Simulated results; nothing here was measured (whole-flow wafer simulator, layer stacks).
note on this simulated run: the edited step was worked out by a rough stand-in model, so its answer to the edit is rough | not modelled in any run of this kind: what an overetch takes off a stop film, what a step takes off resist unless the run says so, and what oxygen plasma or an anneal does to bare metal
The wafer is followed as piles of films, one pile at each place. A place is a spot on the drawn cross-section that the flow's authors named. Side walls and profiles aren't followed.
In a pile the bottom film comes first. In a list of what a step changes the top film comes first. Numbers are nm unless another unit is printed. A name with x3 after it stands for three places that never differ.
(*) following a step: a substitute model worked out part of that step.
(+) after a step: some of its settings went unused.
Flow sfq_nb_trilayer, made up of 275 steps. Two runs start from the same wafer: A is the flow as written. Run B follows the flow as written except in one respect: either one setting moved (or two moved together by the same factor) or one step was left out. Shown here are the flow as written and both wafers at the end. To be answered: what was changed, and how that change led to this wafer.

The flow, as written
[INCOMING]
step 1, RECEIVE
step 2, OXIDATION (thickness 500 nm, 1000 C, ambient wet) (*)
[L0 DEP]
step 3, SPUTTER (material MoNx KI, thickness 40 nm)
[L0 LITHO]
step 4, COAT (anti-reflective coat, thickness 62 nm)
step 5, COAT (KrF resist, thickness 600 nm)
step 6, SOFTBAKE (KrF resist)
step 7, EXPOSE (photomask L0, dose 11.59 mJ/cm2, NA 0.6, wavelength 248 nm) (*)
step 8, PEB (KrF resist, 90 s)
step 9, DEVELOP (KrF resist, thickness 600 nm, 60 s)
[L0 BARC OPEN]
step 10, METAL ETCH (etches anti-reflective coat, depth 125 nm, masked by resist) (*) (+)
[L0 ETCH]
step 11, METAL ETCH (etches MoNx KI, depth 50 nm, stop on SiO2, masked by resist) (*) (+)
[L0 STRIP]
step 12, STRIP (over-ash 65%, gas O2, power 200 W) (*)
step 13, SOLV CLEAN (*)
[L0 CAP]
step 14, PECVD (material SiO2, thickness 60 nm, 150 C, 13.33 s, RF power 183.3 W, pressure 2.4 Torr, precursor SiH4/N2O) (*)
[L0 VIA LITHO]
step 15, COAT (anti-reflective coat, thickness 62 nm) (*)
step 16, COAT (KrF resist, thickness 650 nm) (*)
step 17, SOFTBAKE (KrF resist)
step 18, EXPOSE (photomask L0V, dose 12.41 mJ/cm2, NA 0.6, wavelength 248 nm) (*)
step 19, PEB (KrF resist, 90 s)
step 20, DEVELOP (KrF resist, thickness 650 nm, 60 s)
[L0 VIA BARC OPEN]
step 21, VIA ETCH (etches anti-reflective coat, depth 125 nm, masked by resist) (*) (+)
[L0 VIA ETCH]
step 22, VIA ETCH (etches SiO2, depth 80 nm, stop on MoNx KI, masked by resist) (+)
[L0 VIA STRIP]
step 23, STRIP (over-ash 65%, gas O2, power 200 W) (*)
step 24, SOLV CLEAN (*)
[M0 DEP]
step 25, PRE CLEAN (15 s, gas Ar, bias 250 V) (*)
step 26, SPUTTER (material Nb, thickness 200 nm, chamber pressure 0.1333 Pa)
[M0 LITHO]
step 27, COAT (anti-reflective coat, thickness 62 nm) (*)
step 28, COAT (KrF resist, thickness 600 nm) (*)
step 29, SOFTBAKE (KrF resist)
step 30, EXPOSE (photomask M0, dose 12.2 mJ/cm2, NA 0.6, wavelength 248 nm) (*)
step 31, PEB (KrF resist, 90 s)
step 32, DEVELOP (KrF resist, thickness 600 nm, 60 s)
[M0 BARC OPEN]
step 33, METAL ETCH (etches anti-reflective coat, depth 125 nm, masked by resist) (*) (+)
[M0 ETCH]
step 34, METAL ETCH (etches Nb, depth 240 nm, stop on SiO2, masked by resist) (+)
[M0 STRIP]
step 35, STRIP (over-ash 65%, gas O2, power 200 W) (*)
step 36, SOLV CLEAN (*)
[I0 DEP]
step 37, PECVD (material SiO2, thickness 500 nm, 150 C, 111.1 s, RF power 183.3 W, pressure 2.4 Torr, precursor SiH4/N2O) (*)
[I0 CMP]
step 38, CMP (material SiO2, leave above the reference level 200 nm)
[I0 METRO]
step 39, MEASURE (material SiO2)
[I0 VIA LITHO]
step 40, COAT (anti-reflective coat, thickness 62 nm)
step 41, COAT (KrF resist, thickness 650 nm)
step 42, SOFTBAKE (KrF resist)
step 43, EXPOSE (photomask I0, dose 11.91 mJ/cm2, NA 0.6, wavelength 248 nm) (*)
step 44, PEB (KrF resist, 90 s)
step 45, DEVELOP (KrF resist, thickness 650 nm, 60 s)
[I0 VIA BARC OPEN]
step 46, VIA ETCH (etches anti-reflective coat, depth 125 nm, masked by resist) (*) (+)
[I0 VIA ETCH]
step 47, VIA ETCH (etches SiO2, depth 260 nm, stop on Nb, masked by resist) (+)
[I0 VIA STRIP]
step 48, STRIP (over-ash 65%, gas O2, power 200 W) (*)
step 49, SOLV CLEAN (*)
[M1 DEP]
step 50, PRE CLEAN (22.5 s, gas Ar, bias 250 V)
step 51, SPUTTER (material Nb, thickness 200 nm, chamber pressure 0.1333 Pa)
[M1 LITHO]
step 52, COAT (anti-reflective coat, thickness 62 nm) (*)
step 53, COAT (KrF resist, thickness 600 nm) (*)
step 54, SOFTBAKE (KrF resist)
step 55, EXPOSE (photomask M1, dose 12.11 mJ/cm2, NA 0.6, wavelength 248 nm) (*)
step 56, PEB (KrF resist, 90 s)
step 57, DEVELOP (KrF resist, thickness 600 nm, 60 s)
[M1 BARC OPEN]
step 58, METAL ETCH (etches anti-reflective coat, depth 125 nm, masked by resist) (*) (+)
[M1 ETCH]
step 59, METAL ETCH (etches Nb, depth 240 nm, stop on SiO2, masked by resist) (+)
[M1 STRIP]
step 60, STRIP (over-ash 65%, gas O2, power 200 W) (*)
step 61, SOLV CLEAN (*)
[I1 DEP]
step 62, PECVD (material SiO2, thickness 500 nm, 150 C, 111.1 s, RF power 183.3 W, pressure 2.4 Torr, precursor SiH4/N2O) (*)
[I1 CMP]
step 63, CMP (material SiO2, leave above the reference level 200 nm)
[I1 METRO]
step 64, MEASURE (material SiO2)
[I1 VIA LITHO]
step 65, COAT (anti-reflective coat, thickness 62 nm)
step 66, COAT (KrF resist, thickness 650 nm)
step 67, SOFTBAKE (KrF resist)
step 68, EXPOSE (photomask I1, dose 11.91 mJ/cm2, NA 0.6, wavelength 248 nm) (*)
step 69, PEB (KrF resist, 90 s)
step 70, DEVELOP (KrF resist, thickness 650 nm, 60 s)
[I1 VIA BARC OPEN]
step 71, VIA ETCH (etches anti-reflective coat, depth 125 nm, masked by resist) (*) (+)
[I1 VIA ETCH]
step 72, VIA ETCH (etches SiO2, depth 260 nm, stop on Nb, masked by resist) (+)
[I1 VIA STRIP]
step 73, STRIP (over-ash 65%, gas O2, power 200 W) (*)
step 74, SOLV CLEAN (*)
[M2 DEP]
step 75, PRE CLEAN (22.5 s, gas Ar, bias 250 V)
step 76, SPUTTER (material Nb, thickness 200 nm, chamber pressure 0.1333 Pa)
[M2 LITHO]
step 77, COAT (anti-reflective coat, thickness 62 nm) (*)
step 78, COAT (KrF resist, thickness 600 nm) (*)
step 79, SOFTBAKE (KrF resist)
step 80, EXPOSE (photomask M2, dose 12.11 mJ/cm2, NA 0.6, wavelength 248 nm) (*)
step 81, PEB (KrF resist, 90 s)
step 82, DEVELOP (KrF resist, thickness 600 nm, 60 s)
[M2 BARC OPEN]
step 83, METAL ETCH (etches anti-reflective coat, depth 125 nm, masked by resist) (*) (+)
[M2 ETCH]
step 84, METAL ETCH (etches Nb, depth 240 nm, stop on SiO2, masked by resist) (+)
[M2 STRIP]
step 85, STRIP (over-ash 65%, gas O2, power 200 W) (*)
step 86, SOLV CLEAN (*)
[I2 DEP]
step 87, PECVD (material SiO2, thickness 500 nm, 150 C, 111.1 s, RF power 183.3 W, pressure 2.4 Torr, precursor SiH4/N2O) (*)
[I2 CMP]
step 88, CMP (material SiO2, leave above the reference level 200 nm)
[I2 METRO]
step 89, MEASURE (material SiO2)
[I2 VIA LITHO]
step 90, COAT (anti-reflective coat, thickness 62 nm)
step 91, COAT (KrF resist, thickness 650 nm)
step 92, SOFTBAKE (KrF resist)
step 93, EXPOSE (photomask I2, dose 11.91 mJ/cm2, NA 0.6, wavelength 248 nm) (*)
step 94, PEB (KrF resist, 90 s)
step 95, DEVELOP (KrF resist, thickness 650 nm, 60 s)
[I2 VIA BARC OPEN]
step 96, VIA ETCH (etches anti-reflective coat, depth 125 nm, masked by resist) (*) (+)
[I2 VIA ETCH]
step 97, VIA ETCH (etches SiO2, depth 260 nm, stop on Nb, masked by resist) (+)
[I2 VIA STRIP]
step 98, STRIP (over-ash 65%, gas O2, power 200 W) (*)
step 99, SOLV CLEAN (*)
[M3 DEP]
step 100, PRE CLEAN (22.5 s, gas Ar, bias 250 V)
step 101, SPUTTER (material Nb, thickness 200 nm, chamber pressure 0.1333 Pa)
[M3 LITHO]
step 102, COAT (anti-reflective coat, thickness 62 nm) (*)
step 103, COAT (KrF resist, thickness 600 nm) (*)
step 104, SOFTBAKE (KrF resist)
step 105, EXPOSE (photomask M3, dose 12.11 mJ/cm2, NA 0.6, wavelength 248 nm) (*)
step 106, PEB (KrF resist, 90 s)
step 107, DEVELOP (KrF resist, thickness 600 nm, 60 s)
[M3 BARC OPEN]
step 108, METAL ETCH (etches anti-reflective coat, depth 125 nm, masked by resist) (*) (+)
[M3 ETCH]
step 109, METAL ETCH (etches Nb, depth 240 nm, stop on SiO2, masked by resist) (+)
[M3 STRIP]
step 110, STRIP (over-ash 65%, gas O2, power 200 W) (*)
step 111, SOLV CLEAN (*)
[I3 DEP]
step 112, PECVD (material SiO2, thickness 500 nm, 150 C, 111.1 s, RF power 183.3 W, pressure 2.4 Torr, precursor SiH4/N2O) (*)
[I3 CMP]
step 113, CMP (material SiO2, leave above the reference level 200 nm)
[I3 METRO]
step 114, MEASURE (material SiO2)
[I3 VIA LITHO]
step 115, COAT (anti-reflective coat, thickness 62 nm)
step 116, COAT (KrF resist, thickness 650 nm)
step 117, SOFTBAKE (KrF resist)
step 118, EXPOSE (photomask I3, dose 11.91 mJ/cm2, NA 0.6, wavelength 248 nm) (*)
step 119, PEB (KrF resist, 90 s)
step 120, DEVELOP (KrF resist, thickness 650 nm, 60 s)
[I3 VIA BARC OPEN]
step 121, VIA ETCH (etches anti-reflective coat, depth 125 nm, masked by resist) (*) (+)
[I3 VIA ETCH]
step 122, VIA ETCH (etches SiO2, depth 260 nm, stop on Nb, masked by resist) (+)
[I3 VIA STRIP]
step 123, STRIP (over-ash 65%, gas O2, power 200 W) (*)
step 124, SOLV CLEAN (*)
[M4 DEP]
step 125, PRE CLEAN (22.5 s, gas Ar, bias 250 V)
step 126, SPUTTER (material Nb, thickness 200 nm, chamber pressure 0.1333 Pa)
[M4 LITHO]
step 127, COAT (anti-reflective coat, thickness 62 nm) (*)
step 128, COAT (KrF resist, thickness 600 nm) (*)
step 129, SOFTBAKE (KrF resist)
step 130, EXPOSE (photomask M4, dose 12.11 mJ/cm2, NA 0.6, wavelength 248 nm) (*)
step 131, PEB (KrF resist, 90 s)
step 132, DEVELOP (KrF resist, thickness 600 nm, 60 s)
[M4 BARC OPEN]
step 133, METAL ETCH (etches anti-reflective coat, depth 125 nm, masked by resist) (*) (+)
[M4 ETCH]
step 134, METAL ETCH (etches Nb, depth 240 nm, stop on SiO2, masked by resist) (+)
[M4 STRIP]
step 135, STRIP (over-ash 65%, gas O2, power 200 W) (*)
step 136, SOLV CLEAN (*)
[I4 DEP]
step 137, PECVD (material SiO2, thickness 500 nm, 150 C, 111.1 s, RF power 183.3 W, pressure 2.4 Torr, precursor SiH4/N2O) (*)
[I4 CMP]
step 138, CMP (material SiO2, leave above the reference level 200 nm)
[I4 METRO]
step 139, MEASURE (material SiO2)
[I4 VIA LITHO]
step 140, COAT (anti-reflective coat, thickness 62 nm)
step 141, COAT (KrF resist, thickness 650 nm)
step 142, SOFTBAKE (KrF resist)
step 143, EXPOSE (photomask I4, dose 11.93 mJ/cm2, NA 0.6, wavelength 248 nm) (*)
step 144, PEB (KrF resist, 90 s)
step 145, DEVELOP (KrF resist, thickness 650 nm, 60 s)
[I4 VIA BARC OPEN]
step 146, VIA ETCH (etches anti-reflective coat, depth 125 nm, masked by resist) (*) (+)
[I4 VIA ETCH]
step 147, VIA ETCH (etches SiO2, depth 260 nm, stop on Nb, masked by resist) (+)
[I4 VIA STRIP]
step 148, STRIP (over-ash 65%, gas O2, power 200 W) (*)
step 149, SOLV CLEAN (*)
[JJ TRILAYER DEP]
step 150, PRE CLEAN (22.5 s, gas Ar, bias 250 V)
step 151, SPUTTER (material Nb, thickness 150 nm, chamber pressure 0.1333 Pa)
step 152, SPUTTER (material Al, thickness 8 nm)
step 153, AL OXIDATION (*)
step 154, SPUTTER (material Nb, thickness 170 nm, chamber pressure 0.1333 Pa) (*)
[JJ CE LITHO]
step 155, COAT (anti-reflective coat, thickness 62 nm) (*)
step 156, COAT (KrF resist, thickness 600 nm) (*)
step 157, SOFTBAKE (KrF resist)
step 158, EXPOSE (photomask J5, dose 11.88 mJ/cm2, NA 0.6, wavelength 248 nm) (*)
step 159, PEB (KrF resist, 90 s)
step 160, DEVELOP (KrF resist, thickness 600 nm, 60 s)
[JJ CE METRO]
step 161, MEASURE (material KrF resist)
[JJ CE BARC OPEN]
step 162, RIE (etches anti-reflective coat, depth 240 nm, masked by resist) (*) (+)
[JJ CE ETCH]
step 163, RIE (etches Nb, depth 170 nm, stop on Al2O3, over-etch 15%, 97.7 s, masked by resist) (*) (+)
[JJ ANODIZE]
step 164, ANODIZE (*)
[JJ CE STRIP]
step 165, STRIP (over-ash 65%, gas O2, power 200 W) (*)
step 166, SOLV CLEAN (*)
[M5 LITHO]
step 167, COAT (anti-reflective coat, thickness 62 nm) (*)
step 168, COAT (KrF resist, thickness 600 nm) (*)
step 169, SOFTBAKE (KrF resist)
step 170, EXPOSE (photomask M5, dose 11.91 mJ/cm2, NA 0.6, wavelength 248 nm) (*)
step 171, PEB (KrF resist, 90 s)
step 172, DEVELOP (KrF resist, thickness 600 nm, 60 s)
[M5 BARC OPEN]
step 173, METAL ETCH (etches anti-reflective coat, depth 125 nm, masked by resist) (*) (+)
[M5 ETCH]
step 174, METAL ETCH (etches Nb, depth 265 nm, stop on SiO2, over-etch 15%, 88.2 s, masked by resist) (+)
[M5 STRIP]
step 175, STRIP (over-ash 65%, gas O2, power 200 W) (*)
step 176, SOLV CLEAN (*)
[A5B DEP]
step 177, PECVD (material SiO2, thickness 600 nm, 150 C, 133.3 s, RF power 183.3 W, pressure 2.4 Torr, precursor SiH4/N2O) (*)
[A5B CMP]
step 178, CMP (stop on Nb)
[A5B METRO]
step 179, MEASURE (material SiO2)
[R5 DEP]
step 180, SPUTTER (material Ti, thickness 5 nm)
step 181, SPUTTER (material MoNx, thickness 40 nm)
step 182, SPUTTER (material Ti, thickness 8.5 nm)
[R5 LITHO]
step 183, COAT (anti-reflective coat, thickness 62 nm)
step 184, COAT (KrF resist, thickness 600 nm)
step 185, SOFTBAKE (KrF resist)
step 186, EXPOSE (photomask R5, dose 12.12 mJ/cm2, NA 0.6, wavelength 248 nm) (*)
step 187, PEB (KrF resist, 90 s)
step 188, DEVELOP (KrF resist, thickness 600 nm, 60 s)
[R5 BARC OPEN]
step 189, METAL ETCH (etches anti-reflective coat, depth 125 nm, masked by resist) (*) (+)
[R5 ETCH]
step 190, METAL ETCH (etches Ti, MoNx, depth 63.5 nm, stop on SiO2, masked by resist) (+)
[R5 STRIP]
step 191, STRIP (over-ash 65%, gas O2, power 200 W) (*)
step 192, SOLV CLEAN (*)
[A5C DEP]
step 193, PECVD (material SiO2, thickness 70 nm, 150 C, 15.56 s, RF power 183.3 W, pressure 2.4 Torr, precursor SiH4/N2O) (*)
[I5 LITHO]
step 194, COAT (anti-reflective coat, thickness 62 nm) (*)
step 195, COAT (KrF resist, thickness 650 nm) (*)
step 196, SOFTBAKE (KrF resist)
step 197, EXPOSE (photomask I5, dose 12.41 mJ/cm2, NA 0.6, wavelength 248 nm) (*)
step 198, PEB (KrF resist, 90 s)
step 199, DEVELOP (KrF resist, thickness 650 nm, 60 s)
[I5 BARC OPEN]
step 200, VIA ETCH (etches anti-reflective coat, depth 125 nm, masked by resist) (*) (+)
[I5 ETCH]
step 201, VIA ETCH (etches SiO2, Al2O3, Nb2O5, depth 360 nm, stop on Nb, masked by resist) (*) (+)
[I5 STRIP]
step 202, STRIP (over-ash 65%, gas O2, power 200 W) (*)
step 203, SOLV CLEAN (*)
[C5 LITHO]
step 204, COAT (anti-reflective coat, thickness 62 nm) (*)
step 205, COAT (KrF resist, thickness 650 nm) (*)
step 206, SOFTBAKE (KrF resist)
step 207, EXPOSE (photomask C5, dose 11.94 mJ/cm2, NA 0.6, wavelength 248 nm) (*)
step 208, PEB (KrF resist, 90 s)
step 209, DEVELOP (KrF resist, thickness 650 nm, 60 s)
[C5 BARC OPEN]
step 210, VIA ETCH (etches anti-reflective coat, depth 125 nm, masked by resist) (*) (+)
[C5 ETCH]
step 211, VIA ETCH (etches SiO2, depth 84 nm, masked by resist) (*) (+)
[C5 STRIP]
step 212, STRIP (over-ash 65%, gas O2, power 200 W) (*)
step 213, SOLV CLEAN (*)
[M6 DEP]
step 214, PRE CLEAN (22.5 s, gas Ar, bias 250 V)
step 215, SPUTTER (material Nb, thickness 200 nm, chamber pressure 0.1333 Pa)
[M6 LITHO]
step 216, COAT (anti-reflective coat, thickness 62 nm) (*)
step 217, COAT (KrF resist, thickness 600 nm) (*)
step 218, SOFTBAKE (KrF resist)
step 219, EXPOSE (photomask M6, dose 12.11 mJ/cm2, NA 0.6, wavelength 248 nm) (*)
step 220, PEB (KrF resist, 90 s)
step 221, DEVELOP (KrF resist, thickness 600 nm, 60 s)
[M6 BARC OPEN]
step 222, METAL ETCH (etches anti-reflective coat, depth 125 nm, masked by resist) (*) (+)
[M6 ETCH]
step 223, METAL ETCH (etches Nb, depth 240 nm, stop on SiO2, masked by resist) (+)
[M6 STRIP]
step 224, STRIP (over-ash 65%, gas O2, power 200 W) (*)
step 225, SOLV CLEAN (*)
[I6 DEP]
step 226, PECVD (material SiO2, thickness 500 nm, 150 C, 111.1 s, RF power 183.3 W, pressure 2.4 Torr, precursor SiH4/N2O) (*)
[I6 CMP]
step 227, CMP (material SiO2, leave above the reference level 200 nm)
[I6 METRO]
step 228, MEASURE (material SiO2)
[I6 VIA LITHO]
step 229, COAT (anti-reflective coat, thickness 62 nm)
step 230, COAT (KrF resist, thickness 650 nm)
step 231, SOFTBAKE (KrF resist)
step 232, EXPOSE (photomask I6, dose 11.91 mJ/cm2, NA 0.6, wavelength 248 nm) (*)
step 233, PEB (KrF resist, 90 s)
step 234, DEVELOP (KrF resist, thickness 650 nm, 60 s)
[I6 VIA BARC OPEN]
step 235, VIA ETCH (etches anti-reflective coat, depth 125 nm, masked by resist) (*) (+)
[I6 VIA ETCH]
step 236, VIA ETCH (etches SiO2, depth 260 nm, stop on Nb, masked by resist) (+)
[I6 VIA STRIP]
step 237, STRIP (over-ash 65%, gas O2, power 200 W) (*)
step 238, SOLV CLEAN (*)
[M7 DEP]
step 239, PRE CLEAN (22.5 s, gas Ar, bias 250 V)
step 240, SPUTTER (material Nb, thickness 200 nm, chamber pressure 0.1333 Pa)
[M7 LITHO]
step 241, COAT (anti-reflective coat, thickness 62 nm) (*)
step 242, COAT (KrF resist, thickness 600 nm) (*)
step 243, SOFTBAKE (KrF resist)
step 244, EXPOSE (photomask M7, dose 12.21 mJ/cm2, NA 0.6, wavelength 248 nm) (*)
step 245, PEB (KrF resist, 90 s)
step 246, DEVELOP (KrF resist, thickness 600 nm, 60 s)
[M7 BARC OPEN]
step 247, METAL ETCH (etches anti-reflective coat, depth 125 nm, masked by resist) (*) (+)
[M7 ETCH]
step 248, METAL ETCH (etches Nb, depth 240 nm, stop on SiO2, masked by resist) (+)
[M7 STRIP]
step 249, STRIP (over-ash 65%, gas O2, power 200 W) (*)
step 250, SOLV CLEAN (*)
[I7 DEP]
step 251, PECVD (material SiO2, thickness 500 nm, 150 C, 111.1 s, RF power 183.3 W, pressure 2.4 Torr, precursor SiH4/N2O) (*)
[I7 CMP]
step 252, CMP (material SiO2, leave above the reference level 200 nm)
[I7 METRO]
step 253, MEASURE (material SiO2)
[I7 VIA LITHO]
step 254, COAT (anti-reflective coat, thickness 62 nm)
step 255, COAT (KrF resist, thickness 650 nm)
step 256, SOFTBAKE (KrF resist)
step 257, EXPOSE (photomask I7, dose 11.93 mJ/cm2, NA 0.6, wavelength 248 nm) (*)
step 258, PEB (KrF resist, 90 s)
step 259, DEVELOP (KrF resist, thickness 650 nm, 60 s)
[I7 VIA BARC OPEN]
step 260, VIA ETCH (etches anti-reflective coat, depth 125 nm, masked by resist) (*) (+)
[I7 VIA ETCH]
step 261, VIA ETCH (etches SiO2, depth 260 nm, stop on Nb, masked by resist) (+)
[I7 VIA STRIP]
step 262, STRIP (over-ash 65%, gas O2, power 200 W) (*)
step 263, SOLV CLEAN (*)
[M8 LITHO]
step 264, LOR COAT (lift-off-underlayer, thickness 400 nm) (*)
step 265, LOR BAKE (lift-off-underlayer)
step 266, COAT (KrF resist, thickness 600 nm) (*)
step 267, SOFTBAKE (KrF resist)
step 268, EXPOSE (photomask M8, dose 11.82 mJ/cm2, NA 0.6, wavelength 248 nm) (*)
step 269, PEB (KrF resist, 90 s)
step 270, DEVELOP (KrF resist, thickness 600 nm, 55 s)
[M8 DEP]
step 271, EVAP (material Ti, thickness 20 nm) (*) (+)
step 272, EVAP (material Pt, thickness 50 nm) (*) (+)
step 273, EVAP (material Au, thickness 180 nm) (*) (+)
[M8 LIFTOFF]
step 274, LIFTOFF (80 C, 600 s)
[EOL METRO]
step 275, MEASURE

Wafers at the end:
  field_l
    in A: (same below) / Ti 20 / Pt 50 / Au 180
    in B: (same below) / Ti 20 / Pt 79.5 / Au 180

The reason: step 272, EVAP: thickness 79.5 nm was run, though the flow has thickness 50 nm.
One can read it off the wafer: field_l has Pt 79.5, and step 272 as written asks for 50 nm.

Step by step, how the change led to this:
  step 272, EVAP (material Pt, thickness 50 nm) (*) (+)
      field_l, v_sur, via_wl and 103 more: A Pt gains 50 (new film) | B Pt gains 79.5 (new film)
  step 274, LIFTOFF (80 C, 600 s)
      p4_fl, p4_fm, p4_w1 and 71 more: A Au loses 180 (all of it), Pt loses 50 (all of it), Ti loses 20 (all of it), KrF resist loses 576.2 (all of it), lift-off-underlayer loses 400 (all of it) | B Au loses 180 (all of it), Pt loses 79.5 (all of it), Ti loses 20 (all of it), KrF resist loses 576.2 (all of it), lift-off-underlayer loses 400 (all of it)
      c5j, ce_r: A Au loses 180 (all of it), Pt loses 50 (all of it), Ti loses 20 (all of it), KrF resist loses 573.3 (all of it), lift-off-underlayer loses 399.3 (all of it) | B Au loses 180 (all of it), Pt loses 79.5 (all of it), Ti loses 20 (all of it), KrF resist loses 573.3 (all of it), lift-off-underlayer loses 399.3 (all of it)
      (and at 19 other places as well)
